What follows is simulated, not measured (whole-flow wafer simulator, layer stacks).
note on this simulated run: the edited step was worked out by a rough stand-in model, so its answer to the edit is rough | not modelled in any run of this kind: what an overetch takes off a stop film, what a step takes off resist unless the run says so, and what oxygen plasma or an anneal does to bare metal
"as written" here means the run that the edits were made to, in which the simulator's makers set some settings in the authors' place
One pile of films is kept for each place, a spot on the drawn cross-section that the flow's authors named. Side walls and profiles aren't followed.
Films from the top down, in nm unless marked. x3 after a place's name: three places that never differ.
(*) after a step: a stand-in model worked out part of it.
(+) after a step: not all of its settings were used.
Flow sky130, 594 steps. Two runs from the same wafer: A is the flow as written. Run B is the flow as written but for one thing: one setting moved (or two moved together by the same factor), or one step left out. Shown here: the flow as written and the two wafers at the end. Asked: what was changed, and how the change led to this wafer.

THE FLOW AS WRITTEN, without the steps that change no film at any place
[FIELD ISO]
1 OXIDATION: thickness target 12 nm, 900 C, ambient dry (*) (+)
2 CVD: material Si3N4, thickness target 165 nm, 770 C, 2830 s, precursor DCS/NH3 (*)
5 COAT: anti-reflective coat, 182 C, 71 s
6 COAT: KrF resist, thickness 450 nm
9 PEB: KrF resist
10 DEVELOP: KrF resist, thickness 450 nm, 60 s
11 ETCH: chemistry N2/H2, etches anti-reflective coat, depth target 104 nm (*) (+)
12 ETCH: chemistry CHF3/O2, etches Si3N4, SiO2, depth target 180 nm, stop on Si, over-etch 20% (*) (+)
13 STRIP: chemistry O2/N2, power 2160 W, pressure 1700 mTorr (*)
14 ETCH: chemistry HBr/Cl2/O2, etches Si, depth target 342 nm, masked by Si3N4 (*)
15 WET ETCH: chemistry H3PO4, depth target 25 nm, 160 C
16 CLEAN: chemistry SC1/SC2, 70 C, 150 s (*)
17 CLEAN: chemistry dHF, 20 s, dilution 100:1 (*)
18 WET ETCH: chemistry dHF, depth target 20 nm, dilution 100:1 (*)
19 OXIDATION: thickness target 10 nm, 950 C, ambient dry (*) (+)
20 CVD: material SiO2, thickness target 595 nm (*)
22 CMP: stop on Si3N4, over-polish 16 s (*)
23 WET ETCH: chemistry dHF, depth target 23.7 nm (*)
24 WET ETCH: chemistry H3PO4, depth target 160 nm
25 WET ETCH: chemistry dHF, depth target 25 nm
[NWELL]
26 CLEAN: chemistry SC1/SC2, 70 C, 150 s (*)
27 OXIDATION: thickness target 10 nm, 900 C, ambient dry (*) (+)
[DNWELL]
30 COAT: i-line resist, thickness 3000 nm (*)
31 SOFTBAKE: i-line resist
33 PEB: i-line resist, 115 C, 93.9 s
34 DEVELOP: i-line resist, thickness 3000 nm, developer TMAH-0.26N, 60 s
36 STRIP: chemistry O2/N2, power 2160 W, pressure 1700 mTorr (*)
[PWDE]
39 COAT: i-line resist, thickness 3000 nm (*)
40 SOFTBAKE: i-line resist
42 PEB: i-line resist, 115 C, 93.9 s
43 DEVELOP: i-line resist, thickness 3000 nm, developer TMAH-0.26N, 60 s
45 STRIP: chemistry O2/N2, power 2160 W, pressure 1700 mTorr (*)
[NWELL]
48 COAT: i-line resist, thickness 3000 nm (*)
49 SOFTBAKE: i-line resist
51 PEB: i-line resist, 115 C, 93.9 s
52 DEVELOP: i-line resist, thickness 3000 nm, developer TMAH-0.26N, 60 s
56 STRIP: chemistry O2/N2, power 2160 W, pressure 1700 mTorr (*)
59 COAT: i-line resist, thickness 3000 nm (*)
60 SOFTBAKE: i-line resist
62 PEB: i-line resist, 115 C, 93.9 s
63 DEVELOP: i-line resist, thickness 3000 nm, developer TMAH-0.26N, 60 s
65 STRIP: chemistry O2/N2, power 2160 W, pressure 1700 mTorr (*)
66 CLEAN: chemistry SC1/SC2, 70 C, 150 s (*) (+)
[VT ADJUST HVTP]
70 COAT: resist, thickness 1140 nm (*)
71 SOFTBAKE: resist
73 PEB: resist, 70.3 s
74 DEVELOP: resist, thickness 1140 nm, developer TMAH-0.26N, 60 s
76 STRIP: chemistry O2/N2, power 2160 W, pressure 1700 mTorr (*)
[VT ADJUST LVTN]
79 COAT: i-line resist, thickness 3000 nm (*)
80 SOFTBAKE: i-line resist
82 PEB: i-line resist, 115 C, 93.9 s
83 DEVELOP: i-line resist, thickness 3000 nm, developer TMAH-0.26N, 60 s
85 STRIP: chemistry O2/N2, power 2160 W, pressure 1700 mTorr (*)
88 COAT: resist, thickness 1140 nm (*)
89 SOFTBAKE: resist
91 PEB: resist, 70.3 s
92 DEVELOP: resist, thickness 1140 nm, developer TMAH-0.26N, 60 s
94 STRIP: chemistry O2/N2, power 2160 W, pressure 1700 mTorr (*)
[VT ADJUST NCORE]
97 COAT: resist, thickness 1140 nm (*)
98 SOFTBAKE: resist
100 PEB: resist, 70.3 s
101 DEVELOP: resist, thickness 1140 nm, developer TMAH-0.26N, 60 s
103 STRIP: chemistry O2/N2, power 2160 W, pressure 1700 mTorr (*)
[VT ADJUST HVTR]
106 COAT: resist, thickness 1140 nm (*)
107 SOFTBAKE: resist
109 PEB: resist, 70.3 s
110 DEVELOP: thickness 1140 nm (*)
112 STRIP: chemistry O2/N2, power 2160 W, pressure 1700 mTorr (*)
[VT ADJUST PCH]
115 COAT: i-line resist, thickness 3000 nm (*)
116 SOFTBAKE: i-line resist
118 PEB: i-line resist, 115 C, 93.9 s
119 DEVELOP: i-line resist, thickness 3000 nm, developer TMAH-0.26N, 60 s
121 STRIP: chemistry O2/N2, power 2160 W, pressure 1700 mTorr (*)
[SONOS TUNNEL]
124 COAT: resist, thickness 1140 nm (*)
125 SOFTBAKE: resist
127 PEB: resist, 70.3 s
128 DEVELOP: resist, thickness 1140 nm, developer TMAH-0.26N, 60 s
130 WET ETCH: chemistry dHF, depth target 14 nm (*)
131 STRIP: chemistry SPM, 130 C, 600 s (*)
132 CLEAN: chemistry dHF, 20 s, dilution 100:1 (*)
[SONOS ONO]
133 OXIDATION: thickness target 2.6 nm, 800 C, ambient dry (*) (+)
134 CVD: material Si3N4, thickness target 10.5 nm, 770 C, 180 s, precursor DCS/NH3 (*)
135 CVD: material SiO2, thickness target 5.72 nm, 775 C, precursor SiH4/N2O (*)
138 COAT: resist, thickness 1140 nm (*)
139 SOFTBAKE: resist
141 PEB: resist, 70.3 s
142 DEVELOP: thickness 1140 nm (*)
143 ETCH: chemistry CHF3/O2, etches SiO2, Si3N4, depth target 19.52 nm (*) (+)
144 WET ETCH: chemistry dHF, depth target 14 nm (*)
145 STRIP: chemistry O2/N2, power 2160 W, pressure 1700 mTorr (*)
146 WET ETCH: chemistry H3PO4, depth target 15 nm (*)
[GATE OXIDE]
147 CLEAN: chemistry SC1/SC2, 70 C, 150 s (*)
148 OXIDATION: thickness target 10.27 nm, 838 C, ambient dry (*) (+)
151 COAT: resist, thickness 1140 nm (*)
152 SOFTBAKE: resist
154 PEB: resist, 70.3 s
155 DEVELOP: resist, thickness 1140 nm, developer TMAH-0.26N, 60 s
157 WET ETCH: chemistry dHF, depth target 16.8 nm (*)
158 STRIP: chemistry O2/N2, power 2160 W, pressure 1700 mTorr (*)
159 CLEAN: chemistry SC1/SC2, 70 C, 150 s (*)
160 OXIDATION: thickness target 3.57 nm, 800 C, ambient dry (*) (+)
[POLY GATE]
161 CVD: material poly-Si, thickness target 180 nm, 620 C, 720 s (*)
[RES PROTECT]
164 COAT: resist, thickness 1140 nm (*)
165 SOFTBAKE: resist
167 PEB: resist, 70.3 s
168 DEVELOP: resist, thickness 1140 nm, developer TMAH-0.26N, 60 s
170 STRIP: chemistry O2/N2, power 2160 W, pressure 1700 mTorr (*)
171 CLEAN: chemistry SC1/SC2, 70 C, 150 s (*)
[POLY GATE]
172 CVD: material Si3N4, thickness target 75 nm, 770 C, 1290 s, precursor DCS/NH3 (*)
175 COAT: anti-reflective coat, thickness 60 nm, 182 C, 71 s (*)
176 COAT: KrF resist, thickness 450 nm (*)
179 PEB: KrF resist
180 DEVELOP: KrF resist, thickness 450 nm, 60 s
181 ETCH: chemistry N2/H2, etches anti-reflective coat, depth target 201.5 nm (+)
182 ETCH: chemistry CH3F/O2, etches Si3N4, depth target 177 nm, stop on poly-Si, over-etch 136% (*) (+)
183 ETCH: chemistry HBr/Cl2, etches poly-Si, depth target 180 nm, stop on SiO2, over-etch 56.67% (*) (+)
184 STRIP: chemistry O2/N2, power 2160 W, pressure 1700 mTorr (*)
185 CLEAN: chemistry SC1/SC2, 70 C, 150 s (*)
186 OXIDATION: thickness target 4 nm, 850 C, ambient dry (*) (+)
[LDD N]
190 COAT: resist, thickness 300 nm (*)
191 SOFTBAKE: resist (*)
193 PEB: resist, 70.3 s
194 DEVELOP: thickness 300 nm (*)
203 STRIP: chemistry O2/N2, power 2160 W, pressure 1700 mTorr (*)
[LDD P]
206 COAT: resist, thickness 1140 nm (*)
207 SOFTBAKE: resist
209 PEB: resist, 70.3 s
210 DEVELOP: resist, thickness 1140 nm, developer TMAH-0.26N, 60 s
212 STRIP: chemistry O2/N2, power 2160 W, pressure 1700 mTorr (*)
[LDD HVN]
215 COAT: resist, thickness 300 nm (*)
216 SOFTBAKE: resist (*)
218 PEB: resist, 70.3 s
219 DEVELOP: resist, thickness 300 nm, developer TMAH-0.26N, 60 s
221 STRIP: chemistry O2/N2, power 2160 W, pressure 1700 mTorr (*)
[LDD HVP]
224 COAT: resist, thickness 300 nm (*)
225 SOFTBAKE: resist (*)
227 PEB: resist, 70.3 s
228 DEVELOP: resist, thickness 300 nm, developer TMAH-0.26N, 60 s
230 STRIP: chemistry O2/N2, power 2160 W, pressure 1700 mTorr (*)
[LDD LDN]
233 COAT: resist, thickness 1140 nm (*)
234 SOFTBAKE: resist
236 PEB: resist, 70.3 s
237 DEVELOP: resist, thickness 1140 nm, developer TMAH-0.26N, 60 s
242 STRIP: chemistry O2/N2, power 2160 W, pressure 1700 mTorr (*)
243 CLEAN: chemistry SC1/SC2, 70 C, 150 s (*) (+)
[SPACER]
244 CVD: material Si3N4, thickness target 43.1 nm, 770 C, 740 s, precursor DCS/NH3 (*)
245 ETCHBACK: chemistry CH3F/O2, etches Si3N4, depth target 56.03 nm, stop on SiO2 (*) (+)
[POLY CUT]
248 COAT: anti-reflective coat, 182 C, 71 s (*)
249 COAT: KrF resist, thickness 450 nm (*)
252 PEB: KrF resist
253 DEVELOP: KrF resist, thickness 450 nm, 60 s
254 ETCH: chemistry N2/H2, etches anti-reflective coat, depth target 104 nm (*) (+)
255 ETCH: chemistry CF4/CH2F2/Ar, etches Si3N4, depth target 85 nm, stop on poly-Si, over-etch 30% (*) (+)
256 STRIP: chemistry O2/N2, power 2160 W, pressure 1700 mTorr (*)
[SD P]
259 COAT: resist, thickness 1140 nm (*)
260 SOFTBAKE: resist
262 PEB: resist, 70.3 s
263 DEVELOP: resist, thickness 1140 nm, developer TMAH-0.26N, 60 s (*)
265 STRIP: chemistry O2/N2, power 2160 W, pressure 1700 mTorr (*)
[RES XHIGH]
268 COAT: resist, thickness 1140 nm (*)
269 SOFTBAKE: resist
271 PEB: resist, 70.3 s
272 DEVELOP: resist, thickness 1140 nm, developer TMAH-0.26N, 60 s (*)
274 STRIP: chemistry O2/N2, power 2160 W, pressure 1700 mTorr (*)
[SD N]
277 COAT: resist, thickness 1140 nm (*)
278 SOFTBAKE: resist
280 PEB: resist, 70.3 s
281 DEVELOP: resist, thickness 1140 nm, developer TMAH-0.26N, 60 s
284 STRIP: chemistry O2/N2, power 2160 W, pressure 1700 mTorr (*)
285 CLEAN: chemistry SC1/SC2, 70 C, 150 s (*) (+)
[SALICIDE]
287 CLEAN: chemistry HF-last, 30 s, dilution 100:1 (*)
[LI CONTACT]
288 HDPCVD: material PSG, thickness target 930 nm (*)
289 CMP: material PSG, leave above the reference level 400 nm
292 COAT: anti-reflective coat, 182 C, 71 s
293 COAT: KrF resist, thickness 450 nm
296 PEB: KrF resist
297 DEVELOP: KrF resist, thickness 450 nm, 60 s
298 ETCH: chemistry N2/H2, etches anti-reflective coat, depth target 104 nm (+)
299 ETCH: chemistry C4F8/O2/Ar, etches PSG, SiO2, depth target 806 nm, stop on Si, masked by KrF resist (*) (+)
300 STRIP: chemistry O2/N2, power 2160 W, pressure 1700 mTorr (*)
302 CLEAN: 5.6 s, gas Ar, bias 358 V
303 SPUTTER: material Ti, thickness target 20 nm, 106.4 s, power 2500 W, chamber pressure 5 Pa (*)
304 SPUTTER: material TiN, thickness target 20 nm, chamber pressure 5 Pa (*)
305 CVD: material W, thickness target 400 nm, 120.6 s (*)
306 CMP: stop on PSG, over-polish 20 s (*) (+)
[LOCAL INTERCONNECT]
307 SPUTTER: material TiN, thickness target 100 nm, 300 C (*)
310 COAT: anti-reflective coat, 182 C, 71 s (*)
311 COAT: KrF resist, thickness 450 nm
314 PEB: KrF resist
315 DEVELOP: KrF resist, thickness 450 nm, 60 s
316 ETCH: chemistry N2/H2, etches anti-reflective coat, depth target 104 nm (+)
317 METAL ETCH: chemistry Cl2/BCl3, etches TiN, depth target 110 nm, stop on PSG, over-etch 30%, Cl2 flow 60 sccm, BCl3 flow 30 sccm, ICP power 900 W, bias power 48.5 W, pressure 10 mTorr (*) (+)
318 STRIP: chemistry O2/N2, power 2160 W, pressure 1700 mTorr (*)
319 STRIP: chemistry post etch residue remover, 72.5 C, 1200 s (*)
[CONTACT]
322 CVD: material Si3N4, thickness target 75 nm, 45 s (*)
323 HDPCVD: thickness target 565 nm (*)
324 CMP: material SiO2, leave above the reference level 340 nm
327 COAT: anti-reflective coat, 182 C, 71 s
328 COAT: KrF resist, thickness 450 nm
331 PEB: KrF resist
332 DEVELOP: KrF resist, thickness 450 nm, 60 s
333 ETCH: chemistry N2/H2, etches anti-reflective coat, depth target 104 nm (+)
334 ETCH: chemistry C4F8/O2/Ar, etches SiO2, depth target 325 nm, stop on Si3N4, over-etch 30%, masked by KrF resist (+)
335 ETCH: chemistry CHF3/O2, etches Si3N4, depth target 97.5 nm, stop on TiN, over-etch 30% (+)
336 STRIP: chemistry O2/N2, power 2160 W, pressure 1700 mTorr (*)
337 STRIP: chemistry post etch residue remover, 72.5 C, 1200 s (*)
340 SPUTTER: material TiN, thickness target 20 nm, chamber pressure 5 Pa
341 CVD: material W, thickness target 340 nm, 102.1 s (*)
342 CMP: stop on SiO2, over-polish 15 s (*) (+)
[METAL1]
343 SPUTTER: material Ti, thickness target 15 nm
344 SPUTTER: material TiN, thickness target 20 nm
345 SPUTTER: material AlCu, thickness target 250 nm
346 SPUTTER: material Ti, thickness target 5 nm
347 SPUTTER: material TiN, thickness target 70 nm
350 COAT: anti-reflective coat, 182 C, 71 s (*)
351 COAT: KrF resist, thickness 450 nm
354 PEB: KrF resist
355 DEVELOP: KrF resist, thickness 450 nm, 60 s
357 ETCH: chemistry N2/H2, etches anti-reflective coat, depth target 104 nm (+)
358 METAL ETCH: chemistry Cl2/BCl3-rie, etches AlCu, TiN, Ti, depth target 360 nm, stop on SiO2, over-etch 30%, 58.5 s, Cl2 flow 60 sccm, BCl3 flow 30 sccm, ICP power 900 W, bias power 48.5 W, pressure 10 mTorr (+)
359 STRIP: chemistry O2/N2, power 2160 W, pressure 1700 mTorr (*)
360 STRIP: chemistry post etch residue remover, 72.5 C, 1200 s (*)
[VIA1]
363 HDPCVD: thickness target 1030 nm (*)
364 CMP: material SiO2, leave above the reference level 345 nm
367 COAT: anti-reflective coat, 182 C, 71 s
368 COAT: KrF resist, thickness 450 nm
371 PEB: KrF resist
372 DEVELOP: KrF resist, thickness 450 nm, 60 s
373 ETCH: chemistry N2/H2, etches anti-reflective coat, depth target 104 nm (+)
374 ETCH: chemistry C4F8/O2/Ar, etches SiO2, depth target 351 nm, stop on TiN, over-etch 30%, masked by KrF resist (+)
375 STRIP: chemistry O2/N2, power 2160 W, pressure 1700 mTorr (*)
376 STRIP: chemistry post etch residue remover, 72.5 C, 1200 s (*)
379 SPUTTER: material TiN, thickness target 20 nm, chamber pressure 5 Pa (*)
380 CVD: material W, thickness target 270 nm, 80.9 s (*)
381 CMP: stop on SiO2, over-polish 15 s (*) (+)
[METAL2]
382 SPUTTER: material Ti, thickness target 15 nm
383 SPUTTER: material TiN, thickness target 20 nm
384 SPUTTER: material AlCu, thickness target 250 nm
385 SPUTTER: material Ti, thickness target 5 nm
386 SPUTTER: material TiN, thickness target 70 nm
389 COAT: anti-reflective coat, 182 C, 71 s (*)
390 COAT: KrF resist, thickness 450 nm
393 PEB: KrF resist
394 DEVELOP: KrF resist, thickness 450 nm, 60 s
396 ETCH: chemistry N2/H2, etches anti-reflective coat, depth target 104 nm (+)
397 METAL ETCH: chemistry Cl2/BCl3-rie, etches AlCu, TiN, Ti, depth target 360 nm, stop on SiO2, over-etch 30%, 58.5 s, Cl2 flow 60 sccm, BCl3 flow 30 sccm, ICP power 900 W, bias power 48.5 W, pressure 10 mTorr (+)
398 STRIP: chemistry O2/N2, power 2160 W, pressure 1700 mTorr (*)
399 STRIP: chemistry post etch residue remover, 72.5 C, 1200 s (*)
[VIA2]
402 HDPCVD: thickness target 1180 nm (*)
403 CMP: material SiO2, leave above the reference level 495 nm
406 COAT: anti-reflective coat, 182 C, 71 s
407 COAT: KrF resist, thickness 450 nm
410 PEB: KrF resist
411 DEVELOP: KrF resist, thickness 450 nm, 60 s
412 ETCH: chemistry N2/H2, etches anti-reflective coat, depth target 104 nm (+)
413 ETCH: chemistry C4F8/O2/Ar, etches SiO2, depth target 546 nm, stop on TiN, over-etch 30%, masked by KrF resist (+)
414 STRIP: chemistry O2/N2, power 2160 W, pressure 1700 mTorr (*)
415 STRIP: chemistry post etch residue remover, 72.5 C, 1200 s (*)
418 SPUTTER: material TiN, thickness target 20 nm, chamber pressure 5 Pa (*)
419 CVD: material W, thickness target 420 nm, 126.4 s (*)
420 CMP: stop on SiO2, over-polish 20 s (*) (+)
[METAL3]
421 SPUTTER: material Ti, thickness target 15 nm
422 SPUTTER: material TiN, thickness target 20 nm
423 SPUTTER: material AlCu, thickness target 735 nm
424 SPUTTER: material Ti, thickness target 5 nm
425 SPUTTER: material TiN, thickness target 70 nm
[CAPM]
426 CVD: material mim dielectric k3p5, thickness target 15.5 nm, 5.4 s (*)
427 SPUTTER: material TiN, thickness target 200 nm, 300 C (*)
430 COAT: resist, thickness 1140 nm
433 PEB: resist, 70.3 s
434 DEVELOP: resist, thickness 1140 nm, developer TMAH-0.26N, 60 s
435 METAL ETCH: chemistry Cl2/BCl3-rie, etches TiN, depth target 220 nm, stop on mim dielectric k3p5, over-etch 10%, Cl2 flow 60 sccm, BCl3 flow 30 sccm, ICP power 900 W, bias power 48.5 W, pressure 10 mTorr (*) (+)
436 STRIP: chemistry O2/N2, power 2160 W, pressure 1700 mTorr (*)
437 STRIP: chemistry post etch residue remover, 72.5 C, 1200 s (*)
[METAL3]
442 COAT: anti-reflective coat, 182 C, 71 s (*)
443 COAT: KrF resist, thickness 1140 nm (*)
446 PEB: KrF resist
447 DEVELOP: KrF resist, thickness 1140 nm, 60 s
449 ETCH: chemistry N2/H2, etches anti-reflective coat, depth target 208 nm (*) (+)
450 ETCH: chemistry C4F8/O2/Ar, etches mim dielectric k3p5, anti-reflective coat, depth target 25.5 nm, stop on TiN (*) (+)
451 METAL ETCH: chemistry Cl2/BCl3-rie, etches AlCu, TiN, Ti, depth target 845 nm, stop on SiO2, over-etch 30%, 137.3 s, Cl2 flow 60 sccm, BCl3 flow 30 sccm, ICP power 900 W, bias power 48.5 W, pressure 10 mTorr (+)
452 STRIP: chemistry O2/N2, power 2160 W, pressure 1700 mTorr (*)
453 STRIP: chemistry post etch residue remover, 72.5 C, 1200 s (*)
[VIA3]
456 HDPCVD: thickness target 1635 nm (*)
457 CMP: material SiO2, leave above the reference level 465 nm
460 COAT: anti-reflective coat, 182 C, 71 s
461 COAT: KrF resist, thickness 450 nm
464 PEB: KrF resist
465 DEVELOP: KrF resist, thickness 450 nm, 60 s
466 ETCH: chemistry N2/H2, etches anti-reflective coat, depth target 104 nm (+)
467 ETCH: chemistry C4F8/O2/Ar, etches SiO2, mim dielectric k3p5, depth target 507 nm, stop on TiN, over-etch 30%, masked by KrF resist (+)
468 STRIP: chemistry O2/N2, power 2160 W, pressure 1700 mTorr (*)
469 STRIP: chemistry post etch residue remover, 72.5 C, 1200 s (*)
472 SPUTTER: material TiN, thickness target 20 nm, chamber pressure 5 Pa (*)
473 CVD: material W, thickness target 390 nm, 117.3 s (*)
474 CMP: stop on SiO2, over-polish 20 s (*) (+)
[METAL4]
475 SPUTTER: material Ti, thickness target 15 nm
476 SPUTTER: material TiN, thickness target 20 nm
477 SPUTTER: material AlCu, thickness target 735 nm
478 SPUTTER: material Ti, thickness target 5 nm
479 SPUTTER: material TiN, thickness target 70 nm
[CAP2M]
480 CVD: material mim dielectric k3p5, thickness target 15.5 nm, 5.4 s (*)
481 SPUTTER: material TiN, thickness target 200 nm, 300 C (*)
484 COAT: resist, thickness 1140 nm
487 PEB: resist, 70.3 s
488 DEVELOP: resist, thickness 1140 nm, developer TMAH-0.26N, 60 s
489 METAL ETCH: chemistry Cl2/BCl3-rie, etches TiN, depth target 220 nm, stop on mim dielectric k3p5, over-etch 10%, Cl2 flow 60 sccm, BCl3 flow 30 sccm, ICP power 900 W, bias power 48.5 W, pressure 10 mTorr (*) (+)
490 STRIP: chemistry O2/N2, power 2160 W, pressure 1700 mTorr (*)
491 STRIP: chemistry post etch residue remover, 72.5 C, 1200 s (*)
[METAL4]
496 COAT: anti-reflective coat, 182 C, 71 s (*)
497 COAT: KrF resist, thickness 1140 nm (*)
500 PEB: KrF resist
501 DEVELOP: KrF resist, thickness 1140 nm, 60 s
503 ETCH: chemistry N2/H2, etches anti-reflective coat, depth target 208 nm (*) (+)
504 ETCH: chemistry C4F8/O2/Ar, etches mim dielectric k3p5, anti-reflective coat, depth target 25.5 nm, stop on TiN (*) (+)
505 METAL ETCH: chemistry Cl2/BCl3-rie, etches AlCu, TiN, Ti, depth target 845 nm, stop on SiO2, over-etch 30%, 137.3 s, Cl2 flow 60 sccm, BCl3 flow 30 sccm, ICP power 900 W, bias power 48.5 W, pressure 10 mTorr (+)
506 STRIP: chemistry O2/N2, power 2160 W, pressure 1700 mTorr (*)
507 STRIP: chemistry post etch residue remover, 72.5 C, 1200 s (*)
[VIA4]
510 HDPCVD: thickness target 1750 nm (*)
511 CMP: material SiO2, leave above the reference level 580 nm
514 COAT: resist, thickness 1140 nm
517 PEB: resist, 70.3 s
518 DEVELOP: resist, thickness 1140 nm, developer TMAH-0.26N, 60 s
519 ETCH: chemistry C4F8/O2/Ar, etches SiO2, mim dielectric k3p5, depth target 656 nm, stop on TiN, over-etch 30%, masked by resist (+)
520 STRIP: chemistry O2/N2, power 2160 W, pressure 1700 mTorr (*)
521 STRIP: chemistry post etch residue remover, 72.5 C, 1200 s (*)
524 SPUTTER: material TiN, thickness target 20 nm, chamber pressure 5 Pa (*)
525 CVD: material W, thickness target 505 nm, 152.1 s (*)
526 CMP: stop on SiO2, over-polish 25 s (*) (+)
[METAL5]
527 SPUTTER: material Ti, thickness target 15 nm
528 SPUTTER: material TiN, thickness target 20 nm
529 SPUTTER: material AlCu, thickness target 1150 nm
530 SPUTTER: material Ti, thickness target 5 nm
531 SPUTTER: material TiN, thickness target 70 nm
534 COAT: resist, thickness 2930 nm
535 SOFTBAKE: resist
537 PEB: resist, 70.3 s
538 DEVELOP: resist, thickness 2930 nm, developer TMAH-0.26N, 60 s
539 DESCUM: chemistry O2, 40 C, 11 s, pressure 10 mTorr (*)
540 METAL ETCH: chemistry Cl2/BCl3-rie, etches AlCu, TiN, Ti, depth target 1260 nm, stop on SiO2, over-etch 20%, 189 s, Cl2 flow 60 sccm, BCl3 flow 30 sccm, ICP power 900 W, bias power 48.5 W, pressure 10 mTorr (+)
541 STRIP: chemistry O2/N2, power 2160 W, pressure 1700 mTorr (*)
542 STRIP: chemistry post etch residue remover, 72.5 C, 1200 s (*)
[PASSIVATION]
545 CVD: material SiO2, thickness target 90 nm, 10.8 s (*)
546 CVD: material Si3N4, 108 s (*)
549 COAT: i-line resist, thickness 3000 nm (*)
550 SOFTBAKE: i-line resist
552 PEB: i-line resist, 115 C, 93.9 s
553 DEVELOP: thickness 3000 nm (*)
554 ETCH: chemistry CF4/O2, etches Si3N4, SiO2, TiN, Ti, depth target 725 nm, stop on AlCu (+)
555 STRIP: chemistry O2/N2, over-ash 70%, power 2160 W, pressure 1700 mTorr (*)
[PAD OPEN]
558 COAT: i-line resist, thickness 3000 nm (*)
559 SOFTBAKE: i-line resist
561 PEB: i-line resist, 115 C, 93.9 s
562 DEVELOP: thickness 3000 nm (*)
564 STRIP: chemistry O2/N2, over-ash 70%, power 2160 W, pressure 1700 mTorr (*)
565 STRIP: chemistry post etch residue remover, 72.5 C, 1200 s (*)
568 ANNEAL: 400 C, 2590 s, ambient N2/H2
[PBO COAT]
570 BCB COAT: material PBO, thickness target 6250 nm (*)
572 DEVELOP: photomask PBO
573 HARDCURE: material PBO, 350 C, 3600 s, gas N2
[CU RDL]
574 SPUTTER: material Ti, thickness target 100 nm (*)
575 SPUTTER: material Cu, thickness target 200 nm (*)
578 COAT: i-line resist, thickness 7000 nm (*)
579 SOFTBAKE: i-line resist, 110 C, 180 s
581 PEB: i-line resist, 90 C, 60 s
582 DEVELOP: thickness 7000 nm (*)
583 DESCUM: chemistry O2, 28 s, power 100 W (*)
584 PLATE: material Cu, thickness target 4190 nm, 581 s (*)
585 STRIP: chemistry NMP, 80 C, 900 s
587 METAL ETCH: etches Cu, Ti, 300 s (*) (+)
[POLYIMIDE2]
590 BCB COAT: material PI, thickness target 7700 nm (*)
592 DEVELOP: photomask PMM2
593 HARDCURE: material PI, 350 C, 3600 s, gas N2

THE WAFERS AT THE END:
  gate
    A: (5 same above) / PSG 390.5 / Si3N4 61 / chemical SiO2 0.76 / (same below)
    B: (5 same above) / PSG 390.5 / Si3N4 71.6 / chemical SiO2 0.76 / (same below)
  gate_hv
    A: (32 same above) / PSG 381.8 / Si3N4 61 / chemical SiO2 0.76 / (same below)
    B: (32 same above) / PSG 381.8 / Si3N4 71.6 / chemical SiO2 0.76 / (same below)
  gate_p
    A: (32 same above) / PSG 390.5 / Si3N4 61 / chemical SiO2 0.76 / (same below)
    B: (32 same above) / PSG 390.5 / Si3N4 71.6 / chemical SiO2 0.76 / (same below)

The cause: step 245, ETCHBACK: depth target 45.38 nm was run, where the flow has depth target 56.03 nm.

How the change led to this, step by step:
  245 ETCHBACK: chemistry CH3F/O2, etches Si3N4, depth target 56.03 nm, stop on SiO2 (*) (+)
      field, active, p_well and 101 more: A Si3N4 -43.1 (all of it), SiO2 -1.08 | B Si3N4 -43.1 (all of it), SiO2 -0.19
      n_well, gate, gate_hv and 74 more: A Si3N4 -56 | B Si3N4 -45.4
  248 COAT: anti-reflective coat, 182 C, 71 s (*)
      active: A anti-reflective coat +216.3 (new film) | B anti-reflective coat +224.8 (new film)
      gate_hv: A anti-reflective coat +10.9 (new film) | B anti-reflective coat +9.1 (new film)
      (and at 60 more places)
  249 COAT: KrF resist, thickness 450 nm (*)
      n_well: A KrF resist +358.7 (new film) | B KrF resist +349.8 (new film)
      pad: A KrF resist +349.1 (new film) | B KrF resist +340.3 (new film)
      (and at 10 more places)
  253 DEVELOP: KrF resist, thickness 450 nm, 60 s
      rxpo_ln: A KrF resist -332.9 (all of it) | B KrF resist -325.1 (all of it)
  254 ETCH: chemistry N2/H2, etches anti-reflective coat, depth target 104 nm (*) (+)
      rxpo_ln: A anti-reflective coat -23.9 (all of it), Si3N4 -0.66 | B anti-reflective coat -25.4 (all of it), Si3N4 -0.63
  255 ETCH: chemistry CF4/CH2F2/Ar, etches Si3N4, depth target 85 nm, stop on poly-Si, over-etch 30% (*) (+)
      field, active, n_well and 180 more: A KrF resist -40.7 | B KrF resist -42.5
      rpo_wd, rxpo_wd: A Si3N4 -61.6 (all of it), chemical SiO2 -0.75 (all of it) | B Si3N4 -72.3 (all of it), chemical SiO2 -0.75 (all of it)
      (and at 5 more places)
  256 STRIP: chemistry O2/N2, power 2160 W, pressure 1700 mTorr (*)
      active: A KrF resist -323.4 (all of it), anti-reflective coat -216.3 (all of it) | B KrF resist -317.7 (all of it), anti-reflective coat -224.8 (all of it)
      n_well: A KrF resist -262 (all of it), anti-reflective coat -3 (all of it) | B KrF resist -252.1 (all of it), anti-reflective coat -3 (all of it)
      (and at 73 more places)
  260 SOFTBAKE: resist
      pplus_nw: A resist +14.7 | B resist +15.4
      pwell_dnw: A resist +9.74 | B resist +10.4
      (and at 12 more places)
  269 SOFTBAKE: resist
      pplus_nw: A resist +14.7 | B resist +15.4
      pwell_dnw: A resist +9.74 | B resist +10.4
      (and at 12 more places)
  278 SOFTBAKE: resist
      pplus_nw: A resist +14.7 | B resist +15.4
      pwell_dnw: A resist +9.74 | B resist +10.4
      (and at 13 more places)
  289 CMP: material PSG, leave above the reference level 400 nm
      mim, vpp_sp, vpp_ln and 30 more: A PSG -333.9 | B PSG -324.2
      active, p_well, sd_n and 19 more: A PSG -285.8 | B PSG -276.1
      (and at 58 more places)
  299 ETCH: chemistry C4F8/O2/Ar, etches PSG, SiO2, depth target 806 nm, stop on Si, masked by KrF resist (*) (+)
      contact, ndiff_licon, ndiff_licon_cpp: A PSG -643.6 (all of it), SiO2 -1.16 (all of it) | B PSG -653.3 (all of it), SiO2 -2.04 (all of it)
      poly_licon, rpo_hd_licon: A PSG -411.7 (all of it) | B PSG -422.3 (all of it)
  303 SPUTTER: material Ti, thickness target 20 nm, 106.4 s, power 2500 W, chamber pressure 5 Pa (*)
      ndiff_licon_cpp: A Ti +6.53 (new film) | B Ti +7.11 (new film)
  306 CMP: stop on PSG, over-polish 20 s (*) (+)
      poly_licon: A W -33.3 | B W -22.7
